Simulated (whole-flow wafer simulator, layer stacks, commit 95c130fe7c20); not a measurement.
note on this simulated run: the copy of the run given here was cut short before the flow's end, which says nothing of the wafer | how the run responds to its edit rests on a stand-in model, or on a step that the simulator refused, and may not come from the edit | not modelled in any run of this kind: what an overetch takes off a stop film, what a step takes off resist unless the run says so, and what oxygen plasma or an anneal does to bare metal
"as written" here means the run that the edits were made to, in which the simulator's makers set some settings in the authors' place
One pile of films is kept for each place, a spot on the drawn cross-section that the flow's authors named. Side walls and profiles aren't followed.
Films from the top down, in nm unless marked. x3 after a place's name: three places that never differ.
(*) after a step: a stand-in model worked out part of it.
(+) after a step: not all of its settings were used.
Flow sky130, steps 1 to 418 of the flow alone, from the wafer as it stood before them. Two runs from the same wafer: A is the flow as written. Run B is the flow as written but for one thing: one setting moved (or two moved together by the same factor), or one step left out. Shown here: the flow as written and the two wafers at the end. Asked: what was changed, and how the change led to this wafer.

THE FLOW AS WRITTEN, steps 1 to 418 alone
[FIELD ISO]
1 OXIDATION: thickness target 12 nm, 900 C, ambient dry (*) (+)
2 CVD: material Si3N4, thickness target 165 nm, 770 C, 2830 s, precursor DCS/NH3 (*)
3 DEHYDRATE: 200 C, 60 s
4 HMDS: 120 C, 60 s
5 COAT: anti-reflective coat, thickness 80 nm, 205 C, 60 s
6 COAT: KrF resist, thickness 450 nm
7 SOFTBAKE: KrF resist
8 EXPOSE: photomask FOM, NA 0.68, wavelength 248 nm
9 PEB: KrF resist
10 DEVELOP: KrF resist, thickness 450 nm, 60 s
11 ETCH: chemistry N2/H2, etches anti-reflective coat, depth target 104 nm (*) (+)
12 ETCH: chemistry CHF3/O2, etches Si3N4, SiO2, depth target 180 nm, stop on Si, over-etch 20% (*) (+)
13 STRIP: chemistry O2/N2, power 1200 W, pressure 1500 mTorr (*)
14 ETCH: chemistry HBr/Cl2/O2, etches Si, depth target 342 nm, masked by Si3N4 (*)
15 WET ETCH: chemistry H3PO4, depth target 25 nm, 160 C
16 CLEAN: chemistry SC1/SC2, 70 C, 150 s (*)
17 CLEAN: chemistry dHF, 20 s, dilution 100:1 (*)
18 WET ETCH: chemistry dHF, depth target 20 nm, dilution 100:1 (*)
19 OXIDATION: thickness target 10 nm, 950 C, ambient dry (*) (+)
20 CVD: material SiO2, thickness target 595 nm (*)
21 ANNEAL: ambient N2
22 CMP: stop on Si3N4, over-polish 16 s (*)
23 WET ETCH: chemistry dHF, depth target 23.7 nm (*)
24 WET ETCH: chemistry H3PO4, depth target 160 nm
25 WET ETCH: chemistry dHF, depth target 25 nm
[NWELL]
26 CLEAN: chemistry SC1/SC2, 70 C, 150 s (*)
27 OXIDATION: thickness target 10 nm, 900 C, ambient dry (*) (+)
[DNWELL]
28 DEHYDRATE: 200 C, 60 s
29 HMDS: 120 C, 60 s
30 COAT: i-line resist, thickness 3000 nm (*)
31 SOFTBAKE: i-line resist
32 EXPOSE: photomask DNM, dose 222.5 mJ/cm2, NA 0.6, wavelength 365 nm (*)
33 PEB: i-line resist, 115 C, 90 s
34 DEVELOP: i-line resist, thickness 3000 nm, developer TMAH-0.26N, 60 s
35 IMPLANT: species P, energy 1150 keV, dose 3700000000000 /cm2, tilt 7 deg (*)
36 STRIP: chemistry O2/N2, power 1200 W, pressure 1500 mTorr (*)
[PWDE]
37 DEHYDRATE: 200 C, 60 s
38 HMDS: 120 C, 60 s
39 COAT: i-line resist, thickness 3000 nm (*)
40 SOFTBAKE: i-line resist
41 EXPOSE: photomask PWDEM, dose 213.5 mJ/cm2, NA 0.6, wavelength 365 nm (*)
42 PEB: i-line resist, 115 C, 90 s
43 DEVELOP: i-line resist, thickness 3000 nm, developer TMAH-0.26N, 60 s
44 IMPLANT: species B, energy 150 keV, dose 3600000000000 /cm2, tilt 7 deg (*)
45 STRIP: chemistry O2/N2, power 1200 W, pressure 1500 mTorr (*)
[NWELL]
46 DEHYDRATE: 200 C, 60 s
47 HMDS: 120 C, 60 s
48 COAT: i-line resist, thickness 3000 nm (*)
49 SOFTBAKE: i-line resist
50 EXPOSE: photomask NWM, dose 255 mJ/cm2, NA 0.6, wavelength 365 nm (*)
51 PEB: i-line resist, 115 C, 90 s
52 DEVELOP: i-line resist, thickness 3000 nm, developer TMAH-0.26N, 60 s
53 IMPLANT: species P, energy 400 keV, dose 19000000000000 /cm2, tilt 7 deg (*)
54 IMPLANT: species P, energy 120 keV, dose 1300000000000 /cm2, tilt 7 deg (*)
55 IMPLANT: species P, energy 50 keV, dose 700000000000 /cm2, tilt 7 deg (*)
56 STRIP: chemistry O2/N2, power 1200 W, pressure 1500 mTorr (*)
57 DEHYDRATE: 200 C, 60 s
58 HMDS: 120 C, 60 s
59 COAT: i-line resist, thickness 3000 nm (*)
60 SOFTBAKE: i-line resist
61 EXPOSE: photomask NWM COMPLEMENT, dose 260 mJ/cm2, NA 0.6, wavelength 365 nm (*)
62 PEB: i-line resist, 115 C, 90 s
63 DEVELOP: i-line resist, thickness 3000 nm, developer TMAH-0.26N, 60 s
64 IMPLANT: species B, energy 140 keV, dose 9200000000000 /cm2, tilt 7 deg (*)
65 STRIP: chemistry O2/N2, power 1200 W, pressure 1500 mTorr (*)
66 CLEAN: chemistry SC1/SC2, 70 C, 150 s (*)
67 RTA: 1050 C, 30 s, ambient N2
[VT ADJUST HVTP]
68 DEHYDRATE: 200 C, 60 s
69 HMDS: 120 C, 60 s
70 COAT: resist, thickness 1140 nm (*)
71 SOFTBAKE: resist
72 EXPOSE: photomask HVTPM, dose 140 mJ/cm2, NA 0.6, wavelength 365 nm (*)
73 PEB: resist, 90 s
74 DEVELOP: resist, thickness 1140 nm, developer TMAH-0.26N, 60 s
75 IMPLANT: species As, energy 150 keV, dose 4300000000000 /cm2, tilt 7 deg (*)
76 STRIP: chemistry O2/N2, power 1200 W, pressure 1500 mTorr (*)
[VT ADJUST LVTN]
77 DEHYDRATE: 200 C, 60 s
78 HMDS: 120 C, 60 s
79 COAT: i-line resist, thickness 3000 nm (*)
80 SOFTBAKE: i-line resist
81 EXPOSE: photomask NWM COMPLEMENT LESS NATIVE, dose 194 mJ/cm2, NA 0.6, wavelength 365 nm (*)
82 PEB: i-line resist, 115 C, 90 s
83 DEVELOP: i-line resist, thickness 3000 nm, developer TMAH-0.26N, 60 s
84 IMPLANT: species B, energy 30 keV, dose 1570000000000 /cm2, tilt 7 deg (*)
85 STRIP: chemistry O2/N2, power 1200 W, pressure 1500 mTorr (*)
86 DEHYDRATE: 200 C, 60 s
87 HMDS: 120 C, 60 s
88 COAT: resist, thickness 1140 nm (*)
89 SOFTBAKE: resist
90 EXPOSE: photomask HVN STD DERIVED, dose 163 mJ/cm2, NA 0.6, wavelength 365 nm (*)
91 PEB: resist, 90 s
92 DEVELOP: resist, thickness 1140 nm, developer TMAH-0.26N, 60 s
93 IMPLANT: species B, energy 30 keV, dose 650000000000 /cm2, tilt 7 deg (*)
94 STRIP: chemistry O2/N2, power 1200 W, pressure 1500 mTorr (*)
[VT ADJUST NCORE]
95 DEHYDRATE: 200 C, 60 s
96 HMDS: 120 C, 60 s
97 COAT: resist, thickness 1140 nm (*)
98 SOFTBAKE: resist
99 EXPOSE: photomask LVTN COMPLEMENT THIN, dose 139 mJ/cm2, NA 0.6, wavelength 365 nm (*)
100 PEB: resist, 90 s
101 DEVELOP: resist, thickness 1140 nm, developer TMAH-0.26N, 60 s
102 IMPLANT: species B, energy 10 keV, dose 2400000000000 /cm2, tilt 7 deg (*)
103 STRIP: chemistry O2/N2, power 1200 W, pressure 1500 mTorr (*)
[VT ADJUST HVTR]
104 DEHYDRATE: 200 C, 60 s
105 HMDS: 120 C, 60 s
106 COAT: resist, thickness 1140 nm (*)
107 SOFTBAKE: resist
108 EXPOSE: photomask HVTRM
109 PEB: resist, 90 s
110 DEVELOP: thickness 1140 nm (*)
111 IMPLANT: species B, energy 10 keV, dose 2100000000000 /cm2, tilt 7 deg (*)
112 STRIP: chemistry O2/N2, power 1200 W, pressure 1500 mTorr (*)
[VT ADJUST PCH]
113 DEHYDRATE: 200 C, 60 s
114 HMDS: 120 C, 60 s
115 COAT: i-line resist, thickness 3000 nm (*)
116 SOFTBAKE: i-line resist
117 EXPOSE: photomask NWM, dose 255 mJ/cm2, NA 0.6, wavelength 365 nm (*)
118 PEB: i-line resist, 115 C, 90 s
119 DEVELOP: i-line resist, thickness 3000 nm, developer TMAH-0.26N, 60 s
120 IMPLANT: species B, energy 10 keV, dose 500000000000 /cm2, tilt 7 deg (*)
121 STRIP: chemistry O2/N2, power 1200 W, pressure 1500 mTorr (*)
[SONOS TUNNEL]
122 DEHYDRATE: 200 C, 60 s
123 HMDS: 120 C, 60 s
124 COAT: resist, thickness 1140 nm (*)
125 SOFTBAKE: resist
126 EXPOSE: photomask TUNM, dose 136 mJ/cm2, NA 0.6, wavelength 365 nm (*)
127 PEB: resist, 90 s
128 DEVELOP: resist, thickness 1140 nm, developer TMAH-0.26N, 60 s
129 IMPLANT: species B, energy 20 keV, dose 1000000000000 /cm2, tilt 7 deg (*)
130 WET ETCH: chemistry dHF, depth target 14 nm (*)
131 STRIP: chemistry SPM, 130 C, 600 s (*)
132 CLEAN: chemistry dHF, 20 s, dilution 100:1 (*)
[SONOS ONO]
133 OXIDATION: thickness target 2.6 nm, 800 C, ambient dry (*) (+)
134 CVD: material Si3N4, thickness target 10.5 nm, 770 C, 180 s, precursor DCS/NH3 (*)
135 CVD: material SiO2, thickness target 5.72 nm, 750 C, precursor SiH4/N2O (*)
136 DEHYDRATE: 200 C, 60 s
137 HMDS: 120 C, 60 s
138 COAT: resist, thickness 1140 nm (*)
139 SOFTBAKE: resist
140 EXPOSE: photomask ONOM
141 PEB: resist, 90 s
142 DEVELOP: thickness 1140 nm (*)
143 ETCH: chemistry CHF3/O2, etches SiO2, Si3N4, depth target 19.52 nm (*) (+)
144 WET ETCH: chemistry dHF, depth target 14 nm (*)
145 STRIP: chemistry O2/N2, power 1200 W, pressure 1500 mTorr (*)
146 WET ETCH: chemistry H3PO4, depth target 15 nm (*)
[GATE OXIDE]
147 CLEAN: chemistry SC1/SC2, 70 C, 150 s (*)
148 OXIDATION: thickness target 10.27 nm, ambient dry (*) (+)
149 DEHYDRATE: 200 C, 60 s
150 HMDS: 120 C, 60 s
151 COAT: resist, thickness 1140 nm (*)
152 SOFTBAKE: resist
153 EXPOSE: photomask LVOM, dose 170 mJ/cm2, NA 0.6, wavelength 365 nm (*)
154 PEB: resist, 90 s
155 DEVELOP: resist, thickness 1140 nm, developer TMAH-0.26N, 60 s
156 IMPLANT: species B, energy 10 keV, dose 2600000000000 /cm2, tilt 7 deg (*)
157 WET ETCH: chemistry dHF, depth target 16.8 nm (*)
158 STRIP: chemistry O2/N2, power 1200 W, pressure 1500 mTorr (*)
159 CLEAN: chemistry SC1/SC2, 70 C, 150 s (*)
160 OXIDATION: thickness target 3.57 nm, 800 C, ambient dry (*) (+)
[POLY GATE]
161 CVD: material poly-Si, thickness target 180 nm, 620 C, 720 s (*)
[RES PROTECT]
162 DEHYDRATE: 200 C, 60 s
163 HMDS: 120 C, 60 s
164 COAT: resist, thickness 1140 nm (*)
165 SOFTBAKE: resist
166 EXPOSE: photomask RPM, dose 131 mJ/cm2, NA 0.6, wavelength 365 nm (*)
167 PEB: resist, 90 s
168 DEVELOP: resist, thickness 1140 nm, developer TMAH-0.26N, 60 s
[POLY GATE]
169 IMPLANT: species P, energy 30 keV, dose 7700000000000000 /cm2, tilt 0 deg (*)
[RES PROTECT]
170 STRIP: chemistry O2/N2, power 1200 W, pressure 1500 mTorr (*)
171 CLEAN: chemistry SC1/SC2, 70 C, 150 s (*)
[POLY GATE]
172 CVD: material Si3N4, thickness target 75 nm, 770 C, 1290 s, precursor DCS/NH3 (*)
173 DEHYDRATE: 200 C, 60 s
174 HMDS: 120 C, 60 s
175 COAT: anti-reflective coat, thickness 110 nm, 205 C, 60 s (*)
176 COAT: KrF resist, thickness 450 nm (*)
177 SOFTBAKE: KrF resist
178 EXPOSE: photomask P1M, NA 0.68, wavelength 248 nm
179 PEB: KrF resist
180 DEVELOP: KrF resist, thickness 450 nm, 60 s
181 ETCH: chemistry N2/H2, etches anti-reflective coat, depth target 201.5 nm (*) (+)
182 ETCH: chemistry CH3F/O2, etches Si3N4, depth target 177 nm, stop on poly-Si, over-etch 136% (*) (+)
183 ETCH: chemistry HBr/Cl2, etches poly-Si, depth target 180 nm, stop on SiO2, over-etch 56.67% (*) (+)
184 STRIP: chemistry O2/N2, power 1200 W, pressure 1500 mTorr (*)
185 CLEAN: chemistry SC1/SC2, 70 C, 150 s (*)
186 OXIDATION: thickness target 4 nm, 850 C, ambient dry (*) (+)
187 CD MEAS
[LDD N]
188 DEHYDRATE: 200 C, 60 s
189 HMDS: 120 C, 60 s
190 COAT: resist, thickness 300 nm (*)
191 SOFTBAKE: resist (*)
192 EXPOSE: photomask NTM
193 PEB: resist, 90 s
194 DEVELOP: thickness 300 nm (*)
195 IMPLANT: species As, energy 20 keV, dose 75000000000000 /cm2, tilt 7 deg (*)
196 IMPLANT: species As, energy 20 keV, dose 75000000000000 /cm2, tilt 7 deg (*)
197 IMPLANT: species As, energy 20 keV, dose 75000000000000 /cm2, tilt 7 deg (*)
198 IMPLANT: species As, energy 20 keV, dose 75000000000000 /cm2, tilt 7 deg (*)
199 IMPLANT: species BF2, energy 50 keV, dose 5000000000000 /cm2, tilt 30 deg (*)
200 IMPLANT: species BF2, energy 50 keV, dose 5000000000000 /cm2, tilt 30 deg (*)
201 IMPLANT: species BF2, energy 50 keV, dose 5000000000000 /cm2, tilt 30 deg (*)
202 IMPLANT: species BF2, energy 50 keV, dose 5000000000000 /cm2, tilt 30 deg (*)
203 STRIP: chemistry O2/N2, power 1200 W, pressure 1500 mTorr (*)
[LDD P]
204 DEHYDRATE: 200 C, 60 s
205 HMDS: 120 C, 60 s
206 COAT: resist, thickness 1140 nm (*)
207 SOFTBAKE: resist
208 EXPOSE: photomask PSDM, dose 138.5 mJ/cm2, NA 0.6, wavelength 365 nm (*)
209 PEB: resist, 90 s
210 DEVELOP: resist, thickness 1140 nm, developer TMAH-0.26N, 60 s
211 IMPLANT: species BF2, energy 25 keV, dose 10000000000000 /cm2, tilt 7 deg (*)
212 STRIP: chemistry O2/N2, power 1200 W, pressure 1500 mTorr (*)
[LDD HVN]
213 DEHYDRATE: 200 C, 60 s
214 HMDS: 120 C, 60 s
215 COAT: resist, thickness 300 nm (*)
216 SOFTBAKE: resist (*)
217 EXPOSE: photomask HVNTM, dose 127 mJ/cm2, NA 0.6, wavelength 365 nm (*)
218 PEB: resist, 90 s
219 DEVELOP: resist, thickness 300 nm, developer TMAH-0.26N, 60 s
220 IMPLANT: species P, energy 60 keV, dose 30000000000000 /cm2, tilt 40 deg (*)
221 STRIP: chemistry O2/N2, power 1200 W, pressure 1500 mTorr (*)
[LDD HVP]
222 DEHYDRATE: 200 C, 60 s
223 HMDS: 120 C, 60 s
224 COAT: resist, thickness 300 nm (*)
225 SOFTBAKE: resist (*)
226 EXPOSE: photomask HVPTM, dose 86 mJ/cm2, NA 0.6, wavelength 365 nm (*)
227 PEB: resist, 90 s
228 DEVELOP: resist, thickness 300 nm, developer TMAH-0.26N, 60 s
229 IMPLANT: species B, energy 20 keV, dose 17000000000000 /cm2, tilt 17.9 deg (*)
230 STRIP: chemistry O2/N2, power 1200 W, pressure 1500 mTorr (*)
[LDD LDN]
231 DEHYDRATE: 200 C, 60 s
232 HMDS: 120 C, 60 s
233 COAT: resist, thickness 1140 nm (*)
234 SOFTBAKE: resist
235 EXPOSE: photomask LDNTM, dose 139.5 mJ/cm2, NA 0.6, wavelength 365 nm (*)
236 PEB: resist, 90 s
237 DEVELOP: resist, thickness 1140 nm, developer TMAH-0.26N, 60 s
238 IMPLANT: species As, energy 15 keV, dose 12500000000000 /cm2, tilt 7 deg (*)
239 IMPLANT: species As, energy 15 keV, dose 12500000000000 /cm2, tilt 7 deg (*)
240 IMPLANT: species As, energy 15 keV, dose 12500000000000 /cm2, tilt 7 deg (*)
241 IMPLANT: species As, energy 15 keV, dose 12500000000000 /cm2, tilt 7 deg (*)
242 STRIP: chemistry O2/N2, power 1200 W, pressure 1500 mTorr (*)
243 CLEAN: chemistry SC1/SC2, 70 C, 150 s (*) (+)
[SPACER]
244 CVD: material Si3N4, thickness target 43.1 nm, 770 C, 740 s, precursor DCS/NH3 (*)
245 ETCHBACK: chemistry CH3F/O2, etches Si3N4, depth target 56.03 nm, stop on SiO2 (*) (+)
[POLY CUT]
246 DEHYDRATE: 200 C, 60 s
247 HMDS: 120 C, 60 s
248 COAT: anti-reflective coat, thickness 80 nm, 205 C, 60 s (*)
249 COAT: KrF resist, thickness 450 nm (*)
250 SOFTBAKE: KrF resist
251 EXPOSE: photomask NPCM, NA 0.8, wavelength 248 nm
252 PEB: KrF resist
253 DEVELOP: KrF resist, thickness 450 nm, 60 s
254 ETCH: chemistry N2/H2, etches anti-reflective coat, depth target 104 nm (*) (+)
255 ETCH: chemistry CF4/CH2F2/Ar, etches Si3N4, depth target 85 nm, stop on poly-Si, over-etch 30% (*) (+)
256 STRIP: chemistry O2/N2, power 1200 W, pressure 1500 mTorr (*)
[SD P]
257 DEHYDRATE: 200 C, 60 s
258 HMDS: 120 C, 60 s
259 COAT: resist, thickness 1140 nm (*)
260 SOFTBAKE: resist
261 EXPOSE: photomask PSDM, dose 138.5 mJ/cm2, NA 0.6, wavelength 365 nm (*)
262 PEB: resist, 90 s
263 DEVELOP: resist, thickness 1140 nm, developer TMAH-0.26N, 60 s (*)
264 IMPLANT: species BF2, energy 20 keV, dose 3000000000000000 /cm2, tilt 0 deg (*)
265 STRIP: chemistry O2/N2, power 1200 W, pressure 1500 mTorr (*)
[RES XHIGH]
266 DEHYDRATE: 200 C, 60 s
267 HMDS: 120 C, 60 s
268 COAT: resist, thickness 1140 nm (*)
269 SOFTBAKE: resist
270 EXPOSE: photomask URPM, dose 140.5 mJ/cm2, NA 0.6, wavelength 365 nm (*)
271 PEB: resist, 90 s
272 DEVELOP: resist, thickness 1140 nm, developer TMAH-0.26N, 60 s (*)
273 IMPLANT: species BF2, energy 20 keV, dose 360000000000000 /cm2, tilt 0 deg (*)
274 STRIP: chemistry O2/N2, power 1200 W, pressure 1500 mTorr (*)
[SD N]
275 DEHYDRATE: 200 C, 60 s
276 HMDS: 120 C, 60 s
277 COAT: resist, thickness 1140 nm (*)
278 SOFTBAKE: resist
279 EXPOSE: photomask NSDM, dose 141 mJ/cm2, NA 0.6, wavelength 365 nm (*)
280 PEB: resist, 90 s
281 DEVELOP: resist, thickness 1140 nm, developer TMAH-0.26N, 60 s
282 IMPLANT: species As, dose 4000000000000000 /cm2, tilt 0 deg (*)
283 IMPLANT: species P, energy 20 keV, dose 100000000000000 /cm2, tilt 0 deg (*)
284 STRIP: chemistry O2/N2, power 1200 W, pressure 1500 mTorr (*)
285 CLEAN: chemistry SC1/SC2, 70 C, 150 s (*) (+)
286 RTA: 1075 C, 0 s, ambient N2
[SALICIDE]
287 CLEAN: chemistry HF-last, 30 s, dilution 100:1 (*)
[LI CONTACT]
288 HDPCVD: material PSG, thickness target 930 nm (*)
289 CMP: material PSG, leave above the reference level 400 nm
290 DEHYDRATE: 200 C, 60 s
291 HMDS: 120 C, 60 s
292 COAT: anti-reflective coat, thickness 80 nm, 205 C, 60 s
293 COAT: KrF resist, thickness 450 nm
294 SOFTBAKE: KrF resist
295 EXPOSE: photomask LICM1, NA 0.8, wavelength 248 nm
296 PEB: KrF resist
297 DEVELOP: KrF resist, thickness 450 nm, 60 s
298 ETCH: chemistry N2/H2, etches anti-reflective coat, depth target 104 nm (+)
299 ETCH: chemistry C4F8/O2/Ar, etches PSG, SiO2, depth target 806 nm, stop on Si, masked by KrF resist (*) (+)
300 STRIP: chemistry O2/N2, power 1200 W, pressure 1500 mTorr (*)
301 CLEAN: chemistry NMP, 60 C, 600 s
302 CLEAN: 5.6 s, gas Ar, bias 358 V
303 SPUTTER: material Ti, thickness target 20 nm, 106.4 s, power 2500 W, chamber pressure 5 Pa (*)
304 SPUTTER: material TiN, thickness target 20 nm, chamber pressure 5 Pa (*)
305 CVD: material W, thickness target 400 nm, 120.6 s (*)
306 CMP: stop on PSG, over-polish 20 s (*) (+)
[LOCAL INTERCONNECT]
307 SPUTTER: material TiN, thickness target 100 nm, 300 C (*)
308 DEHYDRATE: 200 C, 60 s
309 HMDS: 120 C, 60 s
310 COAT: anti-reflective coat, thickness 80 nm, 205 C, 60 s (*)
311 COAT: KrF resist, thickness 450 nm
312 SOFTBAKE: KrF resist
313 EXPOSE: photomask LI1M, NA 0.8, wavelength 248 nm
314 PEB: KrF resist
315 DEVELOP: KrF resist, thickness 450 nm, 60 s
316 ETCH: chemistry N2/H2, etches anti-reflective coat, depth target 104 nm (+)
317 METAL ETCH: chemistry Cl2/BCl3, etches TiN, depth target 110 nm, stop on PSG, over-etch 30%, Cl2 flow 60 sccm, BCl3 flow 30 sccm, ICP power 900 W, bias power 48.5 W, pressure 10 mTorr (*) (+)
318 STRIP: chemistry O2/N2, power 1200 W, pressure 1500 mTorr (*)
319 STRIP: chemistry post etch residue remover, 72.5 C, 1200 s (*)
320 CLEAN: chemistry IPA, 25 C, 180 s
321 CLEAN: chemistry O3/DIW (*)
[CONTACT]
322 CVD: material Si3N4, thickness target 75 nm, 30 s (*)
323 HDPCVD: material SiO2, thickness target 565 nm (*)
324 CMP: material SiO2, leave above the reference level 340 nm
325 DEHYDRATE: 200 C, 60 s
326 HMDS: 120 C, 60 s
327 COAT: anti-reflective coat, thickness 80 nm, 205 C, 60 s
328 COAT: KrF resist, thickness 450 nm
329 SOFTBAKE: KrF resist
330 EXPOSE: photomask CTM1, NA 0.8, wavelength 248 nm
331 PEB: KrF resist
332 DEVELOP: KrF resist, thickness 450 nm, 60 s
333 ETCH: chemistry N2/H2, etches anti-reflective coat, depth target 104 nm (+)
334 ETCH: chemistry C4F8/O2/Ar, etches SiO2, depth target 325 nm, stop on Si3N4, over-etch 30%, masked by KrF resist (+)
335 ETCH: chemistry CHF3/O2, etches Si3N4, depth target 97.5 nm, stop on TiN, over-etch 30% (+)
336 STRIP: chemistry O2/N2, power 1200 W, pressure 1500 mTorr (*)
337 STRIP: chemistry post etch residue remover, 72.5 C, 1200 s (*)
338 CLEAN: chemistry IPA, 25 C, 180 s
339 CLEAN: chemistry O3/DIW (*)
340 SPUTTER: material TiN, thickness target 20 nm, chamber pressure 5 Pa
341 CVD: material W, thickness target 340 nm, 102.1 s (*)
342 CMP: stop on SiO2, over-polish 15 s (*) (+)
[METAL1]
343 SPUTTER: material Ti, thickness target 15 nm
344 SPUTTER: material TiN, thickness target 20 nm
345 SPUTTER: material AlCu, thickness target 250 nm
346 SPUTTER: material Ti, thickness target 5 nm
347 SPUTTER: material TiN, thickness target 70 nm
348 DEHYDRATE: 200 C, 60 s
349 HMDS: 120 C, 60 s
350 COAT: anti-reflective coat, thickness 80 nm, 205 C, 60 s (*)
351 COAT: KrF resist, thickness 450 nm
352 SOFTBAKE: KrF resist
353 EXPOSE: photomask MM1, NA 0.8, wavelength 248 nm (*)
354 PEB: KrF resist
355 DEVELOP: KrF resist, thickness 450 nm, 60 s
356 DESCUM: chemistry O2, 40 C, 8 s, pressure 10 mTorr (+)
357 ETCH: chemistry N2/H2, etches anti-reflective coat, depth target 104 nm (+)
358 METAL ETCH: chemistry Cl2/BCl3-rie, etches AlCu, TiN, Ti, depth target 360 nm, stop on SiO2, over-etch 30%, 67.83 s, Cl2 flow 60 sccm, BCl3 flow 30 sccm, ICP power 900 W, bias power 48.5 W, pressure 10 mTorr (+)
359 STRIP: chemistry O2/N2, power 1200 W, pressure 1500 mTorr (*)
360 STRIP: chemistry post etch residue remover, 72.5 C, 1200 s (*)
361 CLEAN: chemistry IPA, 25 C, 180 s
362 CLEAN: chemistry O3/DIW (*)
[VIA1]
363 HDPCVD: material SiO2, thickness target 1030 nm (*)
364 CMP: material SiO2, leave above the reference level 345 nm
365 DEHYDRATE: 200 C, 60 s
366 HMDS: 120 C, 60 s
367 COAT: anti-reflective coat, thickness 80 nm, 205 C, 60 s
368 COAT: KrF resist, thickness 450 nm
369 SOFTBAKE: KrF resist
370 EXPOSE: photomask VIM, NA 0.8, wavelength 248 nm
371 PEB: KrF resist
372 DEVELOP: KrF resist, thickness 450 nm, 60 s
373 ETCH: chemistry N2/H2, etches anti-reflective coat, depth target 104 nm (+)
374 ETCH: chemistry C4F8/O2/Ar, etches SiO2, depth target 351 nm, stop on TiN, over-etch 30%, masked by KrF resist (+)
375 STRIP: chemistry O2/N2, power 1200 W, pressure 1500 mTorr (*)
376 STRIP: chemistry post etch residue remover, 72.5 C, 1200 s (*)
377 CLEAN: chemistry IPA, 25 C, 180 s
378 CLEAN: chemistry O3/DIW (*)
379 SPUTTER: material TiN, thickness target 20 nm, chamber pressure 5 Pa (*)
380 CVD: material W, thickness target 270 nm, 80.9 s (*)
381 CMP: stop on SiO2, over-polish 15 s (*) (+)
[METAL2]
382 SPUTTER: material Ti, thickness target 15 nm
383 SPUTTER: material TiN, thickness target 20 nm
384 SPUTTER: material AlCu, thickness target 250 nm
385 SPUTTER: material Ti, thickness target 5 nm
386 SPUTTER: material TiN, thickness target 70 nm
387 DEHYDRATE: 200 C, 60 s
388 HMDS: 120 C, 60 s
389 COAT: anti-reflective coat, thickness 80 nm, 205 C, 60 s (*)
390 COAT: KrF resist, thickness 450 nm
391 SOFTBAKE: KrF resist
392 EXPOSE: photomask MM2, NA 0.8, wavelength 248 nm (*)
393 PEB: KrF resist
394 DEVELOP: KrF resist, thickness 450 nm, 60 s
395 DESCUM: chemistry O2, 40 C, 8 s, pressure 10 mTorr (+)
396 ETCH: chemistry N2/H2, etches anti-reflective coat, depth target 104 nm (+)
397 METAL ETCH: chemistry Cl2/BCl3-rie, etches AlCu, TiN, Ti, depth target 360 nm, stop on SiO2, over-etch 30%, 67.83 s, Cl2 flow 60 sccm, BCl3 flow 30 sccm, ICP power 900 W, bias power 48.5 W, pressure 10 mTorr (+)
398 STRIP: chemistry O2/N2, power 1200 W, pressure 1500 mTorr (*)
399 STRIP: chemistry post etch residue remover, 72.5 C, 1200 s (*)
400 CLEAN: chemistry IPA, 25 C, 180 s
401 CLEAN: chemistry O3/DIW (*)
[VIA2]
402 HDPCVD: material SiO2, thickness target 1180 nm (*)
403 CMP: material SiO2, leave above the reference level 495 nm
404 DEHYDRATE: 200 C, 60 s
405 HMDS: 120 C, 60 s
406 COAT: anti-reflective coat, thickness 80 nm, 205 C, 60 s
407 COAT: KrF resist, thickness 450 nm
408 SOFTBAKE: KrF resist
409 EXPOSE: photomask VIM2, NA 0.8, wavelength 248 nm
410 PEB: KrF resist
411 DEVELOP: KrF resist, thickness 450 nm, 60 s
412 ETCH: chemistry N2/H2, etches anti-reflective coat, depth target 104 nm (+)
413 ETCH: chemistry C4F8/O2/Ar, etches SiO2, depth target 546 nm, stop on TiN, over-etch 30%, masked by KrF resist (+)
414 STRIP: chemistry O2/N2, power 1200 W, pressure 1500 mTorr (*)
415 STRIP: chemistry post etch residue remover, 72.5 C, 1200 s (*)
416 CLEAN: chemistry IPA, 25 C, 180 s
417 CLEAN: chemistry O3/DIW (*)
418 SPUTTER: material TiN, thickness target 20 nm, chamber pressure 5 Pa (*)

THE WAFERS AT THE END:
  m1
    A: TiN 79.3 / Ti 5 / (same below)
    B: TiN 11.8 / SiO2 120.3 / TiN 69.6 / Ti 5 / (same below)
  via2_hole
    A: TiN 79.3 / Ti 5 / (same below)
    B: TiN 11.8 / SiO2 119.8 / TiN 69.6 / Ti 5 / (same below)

The cause: step 413, ETCH: depth target 300 nm was run, where the flow has depth target 546 nm.

How the change led to this, step by step:
  413 ETCH: chemistry C4F8/O2/Ar, etches SiO2, depth target 546 nm, stop on TiN, over-etch 30%, masked by KrF resist (+)
      m1: A SiO2 -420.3 (all of it) | B SiO2 -300
      via2_hole: A SiO2 -419.8 (all of it) | B SiO2 -300
      (and at 189 more places)
  414 STRIP: chemistry O2/N2, power 1200 W, pressure 1500 mTorr (*)
      field, active, n_well and 186 more: A KrF resist -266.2 (all of it), anti-reflective coat -80 (all of it) | B KrF resist -315.4 (all of it), anti-reflective coat -80 (all of it)
  418 SPUTTER: material TiN, thickness target 20 nm, chamber pressure 5 Pa (*)
      m1, via2_hole: A TiN +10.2 | B TiN +11.8 (new film)
Counting metal films that touch as one body, m1 has 3 bodies (between them, from the top down: SiO2 120.3; SiO2 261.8 / Si3N4 75); the flow as written gives 2 bodies (between them, from the top down: SiO2 261.8 / Si3N4 75).
Counting metal films that touch as one body, via2_hole has 2 bodies (between them, from the top down: SiO2 119.8); the flow as written gives 1 body.
